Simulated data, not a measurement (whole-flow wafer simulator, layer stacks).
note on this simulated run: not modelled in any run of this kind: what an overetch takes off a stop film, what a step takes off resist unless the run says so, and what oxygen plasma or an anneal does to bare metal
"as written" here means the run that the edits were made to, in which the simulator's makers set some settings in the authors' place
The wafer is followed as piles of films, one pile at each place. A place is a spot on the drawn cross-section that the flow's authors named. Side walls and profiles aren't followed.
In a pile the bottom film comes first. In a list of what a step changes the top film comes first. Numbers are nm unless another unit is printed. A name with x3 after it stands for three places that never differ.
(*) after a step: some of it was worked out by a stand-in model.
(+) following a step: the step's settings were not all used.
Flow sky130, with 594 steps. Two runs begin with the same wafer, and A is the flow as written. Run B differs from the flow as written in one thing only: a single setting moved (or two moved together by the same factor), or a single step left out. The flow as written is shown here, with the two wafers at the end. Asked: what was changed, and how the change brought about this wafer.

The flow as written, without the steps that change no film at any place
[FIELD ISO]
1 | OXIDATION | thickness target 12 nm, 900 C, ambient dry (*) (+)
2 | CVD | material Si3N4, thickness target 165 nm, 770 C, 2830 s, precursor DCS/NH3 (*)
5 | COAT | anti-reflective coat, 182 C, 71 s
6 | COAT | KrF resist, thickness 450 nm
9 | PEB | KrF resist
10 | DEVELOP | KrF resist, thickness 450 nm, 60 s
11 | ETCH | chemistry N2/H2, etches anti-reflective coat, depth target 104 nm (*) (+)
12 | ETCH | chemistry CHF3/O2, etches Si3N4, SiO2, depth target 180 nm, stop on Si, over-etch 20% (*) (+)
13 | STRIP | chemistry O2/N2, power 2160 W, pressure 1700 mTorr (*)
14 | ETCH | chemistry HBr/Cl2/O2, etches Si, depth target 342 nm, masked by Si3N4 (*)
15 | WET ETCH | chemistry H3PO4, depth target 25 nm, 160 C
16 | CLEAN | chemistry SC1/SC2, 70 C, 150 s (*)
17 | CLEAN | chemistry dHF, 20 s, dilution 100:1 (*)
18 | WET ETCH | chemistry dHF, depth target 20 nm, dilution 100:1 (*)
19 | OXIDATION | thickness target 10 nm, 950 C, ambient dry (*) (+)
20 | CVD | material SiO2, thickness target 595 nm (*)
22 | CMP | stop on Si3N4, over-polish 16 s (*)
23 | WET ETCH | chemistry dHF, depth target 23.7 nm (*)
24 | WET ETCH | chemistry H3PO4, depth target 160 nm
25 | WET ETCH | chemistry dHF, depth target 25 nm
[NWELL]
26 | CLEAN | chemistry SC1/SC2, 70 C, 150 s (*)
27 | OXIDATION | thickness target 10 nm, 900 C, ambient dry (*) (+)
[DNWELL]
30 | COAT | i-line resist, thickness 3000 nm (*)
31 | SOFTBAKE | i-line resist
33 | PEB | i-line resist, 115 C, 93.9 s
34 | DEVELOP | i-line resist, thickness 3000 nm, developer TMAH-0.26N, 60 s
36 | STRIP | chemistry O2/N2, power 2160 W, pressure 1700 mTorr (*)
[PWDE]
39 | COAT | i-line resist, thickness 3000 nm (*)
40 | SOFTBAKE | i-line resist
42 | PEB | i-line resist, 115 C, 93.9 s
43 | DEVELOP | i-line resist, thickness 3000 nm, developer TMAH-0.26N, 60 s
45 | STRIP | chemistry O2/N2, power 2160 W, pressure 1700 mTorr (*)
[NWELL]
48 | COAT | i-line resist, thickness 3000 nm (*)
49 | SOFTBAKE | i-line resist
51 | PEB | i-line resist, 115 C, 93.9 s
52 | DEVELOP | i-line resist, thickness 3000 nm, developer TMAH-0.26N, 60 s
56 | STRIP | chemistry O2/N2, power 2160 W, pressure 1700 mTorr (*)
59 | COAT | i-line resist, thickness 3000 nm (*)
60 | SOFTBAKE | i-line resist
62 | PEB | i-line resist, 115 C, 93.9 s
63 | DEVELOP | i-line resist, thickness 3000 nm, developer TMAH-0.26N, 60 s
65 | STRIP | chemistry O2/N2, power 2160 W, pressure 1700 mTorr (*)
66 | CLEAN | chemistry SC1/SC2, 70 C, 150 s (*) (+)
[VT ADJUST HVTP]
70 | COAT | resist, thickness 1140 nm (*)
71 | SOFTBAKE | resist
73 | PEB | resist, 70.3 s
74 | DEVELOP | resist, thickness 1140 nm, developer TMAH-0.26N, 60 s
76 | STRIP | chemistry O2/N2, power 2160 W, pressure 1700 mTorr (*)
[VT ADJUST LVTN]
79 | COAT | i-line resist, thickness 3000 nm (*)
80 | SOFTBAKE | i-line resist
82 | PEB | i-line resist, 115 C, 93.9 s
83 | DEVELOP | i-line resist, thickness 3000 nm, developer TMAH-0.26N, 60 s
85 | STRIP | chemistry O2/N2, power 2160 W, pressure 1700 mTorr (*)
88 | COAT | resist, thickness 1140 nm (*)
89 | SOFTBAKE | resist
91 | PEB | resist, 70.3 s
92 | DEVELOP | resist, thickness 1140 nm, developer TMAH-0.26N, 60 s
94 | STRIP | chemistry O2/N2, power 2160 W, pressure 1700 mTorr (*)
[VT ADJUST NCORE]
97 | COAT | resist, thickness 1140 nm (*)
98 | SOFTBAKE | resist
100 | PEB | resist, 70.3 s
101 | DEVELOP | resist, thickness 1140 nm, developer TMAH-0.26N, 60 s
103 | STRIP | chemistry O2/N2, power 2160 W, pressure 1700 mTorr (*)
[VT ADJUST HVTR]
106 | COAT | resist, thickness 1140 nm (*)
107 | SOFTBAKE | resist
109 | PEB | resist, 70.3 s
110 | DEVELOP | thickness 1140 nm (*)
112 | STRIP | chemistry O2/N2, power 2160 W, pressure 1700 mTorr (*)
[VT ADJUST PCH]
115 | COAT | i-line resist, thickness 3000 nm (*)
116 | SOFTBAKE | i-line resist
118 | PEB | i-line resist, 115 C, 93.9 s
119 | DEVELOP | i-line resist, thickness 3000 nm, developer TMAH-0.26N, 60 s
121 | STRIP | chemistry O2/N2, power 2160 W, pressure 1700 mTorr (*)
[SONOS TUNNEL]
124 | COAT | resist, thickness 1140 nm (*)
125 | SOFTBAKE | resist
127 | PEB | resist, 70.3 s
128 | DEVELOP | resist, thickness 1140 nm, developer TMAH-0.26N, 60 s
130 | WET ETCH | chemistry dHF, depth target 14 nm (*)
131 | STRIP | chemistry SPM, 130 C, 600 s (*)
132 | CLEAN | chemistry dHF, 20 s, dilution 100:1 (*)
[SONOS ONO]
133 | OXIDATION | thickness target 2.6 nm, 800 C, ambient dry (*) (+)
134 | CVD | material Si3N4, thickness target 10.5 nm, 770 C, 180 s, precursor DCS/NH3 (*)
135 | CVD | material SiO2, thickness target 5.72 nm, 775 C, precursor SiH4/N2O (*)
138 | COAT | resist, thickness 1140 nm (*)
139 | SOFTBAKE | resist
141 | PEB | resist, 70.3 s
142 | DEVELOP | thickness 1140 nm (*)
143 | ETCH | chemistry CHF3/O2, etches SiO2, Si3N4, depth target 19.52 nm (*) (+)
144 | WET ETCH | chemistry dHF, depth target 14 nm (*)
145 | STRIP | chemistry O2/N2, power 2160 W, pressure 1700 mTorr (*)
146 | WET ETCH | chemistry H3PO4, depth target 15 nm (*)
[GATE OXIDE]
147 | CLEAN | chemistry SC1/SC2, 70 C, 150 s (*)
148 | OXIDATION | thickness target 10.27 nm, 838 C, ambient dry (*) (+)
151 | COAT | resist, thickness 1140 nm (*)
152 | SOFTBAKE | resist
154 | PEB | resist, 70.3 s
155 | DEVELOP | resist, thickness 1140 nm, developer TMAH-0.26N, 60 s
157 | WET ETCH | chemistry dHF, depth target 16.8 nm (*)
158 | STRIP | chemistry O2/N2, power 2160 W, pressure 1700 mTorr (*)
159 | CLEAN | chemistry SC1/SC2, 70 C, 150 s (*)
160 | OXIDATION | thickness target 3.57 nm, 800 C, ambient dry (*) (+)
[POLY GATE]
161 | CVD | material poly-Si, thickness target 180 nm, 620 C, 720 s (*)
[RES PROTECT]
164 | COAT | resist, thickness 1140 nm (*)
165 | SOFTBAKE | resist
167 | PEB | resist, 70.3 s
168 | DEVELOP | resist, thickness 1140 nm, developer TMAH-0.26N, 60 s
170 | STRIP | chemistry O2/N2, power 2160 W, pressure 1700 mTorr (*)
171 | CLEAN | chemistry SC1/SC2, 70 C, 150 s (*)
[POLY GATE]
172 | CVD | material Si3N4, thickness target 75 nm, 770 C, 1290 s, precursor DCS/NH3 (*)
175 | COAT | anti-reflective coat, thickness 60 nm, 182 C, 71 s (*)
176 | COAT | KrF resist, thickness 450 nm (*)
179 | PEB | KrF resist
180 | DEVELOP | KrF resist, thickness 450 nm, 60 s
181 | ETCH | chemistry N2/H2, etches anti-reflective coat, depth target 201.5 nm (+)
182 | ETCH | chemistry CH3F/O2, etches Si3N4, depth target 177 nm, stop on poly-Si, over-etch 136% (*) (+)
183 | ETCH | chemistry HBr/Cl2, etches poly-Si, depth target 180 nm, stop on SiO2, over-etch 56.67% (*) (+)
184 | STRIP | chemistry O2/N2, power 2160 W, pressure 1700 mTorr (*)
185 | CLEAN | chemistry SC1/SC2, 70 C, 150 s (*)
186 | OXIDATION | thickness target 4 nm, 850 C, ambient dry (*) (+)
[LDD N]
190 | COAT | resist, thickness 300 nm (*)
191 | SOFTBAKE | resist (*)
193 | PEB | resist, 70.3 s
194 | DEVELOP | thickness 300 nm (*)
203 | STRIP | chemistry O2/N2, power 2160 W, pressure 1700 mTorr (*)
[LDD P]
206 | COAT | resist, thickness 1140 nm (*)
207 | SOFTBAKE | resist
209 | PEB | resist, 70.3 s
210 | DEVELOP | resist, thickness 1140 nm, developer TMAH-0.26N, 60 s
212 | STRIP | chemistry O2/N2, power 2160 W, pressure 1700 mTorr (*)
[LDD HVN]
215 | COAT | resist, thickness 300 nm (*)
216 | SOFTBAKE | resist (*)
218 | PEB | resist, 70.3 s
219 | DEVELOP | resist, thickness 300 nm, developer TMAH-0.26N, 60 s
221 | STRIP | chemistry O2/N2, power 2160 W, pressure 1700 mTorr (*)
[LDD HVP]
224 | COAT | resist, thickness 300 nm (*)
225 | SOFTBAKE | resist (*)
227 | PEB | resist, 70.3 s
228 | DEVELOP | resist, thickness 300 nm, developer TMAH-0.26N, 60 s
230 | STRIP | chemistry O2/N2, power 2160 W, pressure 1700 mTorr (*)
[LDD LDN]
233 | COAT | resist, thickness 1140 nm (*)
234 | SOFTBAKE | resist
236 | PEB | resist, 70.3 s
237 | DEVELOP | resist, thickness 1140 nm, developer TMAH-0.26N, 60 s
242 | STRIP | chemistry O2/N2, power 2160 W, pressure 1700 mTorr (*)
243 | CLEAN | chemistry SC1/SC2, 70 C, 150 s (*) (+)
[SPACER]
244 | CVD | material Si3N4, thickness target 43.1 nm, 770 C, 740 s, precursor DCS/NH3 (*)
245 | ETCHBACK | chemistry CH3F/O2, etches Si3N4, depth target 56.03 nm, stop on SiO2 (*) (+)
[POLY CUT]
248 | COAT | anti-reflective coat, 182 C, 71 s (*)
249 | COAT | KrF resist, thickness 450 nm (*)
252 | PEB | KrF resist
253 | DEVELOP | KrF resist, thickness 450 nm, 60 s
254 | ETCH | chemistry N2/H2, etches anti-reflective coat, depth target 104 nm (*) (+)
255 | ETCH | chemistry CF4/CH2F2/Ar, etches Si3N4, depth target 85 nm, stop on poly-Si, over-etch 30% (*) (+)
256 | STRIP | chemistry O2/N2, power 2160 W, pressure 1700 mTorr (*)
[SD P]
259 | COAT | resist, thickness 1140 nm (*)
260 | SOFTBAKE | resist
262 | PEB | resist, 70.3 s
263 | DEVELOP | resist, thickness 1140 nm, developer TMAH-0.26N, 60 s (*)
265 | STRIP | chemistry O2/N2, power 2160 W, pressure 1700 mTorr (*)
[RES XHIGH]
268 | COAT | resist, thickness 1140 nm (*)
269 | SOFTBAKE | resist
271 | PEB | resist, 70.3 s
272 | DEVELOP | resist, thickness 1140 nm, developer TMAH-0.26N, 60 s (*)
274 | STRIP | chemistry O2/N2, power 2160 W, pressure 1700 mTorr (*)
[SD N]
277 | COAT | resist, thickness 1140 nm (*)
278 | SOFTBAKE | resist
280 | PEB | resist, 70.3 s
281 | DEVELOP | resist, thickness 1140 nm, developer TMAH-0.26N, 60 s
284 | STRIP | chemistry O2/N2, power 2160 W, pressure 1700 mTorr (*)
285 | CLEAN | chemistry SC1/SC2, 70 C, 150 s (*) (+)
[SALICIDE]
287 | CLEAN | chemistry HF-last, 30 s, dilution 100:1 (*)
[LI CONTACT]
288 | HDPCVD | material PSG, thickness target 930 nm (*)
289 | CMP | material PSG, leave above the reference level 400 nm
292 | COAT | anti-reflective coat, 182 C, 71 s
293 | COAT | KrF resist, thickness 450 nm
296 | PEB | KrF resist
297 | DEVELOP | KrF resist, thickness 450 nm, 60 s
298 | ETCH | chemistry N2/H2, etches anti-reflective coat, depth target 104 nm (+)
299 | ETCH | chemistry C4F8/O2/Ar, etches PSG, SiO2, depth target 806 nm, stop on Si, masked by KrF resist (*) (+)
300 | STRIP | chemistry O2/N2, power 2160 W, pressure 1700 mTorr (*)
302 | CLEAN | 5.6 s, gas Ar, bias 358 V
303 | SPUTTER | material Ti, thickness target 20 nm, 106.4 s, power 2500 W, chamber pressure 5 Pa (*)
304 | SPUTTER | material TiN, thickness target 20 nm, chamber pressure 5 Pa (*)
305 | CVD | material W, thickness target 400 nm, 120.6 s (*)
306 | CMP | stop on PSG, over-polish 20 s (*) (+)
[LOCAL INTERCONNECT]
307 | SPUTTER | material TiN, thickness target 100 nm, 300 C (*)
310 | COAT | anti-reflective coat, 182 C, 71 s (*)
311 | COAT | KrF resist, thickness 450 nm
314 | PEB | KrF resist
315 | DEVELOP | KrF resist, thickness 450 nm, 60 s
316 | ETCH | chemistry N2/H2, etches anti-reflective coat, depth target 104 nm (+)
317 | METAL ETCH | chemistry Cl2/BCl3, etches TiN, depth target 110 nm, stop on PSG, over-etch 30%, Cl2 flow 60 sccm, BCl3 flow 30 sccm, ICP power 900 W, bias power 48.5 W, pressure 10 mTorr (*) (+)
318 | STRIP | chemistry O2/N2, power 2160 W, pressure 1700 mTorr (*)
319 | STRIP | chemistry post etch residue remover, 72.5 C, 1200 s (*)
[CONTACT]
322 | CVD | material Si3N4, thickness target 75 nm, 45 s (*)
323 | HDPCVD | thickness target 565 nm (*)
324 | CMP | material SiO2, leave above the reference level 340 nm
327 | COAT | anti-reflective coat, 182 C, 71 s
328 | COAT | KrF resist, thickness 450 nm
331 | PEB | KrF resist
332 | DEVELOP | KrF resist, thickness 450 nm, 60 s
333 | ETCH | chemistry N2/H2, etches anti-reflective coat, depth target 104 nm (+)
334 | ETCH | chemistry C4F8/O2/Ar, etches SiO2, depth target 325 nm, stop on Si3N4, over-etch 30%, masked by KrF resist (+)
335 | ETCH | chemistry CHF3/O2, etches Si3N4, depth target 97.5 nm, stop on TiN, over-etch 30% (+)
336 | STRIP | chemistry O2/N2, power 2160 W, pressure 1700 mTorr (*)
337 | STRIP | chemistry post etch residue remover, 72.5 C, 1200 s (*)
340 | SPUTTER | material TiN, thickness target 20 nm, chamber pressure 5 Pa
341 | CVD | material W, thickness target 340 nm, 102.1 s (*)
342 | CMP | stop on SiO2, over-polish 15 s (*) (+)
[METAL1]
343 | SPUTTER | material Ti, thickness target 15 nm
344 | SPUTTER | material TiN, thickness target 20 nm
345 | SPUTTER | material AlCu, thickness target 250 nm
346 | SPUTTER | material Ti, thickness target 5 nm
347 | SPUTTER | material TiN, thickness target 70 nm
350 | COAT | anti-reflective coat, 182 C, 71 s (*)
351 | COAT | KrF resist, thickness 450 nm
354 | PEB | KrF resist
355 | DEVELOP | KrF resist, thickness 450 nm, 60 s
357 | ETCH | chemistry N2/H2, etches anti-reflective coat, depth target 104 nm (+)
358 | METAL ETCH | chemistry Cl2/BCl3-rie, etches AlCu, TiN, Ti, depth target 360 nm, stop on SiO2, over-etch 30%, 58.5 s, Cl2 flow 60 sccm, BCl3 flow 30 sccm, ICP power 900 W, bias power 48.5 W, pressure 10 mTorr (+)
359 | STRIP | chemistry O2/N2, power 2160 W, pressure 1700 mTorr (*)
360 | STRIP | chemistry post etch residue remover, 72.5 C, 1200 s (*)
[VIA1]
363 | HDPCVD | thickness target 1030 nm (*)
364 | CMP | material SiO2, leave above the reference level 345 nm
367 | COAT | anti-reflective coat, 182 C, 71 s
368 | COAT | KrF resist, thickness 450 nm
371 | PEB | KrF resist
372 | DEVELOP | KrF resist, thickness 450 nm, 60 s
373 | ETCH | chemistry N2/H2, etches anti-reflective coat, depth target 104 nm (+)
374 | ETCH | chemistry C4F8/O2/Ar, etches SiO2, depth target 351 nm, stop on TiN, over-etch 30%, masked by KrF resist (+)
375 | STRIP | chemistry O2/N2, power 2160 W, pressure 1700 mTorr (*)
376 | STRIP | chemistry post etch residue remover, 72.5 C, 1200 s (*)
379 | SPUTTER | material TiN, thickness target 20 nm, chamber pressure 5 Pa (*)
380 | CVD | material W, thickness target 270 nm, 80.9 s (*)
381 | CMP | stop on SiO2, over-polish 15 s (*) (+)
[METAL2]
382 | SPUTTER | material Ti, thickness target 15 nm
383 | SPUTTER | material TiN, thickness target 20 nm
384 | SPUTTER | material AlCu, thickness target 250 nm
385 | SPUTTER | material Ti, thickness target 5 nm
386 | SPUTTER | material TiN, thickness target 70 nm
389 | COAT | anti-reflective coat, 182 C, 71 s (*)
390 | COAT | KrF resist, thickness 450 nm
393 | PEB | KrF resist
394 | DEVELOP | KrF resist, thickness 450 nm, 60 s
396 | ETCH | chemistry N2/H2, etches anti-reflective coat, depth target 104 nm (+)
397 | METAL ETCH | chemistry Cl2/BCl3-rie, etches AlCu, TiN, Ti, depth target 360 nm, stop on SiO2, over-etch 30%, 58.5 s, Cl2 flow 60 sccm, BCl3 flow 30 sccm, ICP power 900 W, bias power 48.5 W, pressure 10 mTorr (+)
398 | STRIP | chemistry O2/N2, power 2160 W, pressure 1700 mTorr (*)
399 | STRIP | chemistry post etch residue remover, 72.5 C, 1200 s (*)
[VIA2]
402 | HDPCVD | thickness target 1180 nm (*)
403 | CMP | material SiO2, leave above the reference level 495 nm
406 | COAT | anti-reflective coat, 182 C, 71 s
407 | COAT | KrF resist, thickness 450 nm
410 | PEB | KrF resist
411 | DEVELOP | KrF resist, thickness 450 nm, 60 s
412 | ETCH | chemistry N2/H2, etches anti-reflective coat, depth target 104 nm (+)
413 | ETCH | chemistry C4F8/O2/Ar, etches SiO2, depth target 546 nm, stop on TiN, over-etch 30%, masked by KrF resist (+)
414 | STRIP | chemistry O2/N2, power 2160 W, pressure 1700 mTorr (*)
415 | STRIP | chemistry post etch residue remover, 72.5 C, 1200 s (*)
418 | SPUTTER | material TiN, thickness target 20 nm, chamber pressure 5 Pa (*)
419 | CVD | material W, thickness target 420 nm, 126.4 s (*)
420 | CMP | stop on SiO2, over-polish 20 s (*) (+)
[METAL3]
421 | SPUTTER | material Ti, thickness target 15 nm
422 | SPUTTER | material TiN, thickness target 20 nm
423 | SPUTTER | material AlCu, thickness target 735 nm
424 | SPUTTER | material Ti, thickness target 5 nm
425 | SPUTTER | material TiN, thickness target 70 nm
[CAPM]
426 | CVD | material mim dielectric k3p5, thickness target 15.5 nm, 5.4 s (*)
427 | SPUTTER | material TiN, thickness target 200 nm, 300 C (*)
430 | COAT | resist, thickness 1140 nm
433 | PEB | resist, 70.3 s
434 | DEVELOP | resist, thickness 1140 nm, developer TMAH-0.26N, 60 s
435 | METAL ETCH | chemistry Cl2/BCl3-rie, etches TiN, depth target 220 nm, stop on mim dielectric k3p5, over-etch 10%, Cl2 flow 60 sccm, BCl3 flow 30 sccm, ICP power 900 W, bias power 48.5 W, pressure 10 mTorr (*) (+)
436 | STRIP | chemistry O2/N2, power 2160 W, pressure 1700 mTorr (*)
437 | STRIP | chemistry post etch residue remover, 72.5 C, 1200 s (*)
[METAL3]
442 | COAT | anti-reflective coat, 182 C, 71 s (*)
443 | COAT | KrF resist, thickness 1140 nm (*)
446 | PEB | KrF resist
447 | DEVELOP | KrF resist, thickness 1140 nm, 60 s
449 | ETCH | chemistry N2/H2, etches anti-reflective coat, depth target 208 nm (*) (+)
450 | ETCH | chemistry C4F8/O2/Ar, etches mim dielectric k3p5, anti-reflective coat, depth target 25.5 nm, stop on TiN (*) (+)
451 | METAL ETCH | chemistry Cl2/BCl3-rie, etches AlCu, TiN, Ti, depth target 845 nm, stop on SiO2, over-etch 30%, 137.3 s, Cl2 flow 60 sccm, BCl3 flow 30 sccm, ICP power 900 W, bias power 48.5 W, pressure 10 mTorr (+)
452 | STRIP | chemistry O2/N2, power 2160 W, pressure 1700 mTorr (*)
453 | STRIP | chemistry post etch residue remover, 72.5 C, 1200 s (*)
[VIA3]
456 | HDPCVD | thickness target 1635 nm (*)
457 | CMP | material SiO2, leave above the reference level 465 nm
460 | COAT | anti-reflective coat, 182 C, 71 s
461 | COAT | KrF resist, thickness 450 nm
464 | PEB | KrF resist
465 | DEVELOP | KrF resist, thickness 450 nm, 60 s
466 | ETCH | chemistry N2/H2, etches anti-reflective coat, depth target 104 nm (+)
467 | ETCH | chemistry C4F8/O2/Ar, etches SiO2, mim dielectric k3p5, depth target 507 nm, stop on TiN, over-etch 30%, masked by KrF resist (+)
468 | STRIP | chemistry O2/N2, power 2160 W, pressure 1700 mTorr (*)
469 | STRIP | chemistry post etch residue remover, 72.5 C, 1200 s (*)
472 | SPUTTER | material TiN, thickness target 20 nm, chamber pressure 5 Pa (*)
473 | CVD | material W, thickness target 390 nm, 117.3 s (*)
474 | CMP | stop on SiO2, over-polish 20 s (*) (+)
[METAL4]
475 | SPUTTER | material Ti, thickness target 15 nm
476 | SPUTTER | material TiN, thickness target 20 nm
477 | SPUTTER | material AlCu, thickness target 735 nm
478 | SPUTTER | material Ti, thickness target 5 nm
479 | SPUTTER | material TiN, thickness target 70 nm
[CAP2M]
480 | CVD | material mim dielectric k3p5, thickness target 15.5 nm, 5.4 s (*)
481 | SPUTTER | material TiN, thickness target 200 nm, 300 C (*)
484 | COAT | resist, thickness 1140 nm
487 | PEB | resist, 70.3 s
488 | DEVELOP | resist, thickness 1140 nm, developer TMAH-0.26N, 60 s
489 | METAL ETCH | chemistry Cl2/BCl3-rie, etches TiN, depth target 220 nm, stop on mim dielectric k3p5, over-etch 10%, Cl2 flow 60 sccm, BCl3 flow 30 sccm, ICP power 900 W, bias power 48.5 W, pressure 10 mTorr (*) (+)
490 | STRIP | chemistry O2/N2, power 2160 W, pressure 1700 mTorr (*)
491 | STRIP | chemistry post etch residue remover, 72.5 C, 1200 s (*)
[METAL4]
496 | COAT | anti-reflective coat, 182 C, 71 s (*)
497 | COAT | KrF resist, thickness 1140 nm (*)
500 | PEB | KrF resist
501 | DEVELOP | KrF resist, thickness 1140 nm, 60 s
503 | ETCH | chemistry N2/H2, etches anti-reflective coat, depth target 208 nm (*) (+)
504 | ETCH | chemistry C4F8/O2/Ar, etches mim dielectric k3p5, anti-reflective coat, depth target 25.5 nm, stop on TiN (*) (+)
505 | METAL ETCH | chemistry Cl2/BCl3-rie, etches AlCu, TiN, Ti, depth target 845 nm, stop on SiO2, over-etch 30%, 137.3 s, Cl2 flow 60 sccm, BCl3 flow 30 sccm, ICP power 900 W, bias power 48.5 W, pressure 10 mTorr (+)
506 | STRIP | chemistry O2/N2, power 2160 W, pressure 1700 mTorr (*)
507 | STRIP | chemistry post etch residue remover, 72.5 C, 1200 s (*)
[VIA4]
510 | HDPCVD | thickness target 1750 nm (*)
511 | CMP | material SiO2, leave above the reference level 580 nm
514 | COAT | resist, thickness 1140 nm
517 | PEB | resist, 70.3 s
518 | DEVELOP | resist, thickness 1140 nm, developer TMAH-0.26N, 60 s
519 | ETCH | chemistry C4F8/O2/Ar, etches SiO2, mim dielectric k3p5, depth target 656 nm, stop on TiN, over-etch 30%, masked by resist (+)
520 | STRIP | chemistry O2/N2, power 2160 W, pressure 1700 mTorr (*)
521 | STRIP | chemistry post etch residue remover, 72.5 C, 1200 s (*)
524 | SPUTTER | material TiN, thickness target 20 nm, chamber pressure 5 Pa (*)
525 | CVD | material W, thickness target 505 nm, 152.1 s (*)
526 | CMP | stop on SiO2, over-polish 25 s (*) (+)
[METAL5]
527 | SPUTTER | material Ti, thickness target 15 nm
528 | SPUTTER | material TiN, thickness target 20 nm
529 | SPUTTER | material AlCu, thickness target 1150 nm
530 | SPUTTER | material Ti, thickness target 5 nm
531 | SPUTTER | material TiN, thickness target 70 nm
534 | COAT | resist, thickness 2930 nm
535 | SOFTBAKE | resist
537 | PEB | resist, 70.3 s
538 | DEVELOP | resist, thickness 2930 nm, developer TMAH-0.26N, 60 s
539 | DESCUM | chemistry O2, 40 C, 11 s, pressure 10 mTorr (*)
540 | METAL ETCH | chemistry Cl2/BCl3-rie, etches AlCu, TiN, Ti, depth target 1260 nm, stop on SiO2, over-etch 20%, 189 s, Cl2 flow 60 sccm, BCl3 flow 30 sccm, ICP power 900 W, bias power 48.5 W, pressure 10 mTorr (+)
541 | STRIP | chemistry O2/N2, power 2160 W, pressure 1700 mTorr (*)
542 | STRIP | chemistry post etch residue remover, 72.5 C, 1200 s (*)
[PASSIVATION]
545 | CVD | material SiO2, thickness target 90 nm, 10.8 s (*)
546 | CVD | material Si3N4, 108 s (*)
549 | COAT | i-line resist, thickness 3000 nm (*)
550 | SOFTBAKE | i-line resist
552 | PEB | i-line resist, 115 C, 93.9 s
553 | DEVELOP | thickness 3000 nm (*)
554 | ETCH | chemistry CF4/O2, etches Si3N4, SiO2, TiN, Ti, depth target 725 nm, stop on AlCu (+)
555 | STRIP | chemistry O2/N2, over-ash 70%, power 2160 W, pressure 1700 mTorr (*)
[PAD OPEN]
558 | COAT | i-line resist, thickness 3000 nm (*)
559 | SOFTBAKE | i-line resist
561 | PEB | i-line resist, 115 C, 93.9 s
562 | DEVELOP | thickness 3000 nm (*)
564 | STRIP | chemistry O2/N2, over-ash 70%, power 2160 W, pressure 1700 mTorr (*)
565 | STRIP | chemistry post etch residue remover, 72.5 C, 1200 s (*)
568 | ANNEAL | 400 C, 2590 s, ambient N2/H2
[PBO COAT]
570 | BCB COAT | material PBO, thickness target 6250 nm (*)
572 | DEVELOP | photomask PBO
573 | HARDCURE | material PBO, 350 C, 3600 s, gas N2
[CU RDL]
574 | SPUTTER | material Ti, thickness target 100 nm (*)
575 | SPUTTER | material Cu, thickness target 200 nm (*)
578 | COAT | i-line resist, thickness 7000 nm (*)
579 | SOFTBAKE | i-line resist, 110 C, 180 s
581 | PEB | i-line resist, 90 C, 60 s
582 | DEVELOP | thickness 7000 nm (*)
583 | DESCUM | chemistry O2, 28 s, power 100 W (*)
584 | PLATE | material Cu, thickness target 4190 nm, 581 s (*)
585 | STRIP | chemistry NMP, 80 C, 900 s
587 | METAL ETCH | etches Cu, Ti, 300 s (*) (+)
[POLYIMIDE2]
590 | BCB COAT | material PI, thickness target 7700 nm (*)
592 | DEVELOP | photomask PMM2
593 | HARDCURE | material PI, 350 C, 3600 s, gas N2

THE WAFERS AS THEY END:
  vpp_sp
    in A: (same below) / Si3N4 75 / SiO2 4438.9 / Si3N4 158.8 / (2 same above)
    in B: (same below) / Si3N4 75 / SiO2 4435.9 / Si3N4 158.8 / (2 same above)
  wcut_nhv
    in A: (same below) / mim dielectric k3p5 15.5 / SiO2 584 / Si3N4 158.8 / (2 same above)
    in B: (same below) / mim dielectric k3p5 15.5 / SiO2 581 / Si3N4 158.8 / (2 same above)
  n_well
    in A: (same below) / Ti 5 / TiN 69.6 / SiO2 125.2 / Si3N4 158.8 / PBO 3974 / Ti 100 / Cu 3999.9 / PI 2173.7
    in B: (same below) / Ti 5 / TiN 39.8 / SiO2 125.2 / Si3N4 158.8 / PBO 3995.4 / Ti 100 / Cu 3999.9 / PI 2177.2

The reason: step 531, SPUTTER: thickness target 40.2 nm was run, though the flow has thickness target 70 nm.

Step by step, how the change led to this:
  531 | SPUTTER | material TiN, thickness target 70 nm
      field, active, n_well and 190 more: A +70 TiN (new film) | B +40.2 TiN (new film)
  540 | METAL ETCH | chemistry Cl2/BCl3-rie, etches AlCu, TiN, Ti, depth target 1260 nm, stop on SiO2, over-etch 20%, 189 s, Cl2 flow 60 sccm, BCl3 flow 30 sccm, ICP power 900 W, bias power 48.5 W, pressure 10 mTorr (+)
      field, active, gate and 175 more: A -70 TiN (all of it), -5 Ti (all of it), -1150 AlCu (all of it), -20 TiN (all of it), -15 Ti (all of it), -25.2 SiO2 | B -40.2 TiN (all of it), -5 Ti (all of it), -1150 AlCu (all of it), -20 TiN (all of it), -15 Ti (all of it), -28.2 SiO2
  550 | SOFTBAKE | i-line resist
      gate_p_lvt, iso_guard_hv_nw: A +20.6 i-line resist | B +20 i-line resist
      gate: A -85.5 i-line resist | B -82.6 i-line resist
      (also at 54 further places)
  554 | ETCH | chemistry CF4/O2, etches Si3N4, SiO2, TiN, Ti, depth target 725 nm, stop on AlCu (+)
      field, active, n_well and 189 more: A -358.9 i-line resist | B -329.1 i-line resist
      pad: A -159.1 Si3N4 (all of it), -125.2 SiO2 (all of it), -69.6 TiN (all of it), -5 Ti (all of it) | B -159.1 Si3N4 (all of it), -125.2 SiO2 (all of it), -39.8 TiN (all of it), -5 Ti (all of it)
  555 | STRIP | chemistry O2/N2, over-ash 70%, power 2160 W, pressure 1700 mTorr (*)
      n_well, p_well, sd_n, sd_p: A -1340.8 i-line resist (all of it) | B -1396.8 i-line resist (all of it)
      m1: A -1364.1 i-line resist (all of it) | B -1419.5 i-line resist (all of it)
      (also at 8 further places)
  559 | SOFTBAKE | i-line resist
      gate_p_lvt, iso_guard_hv_nw: A +20.6 i-line resist | B +20 i-line resist
      gate: A -85.5 i-line resist | B -82.6 i-line resist
      (also at 59 further places)
  579 | SOFTBAKE | i-line resist, 110 C, 180 s
      m5_stack_ln: A -30 i-line resist | B -29.3 i-line resist
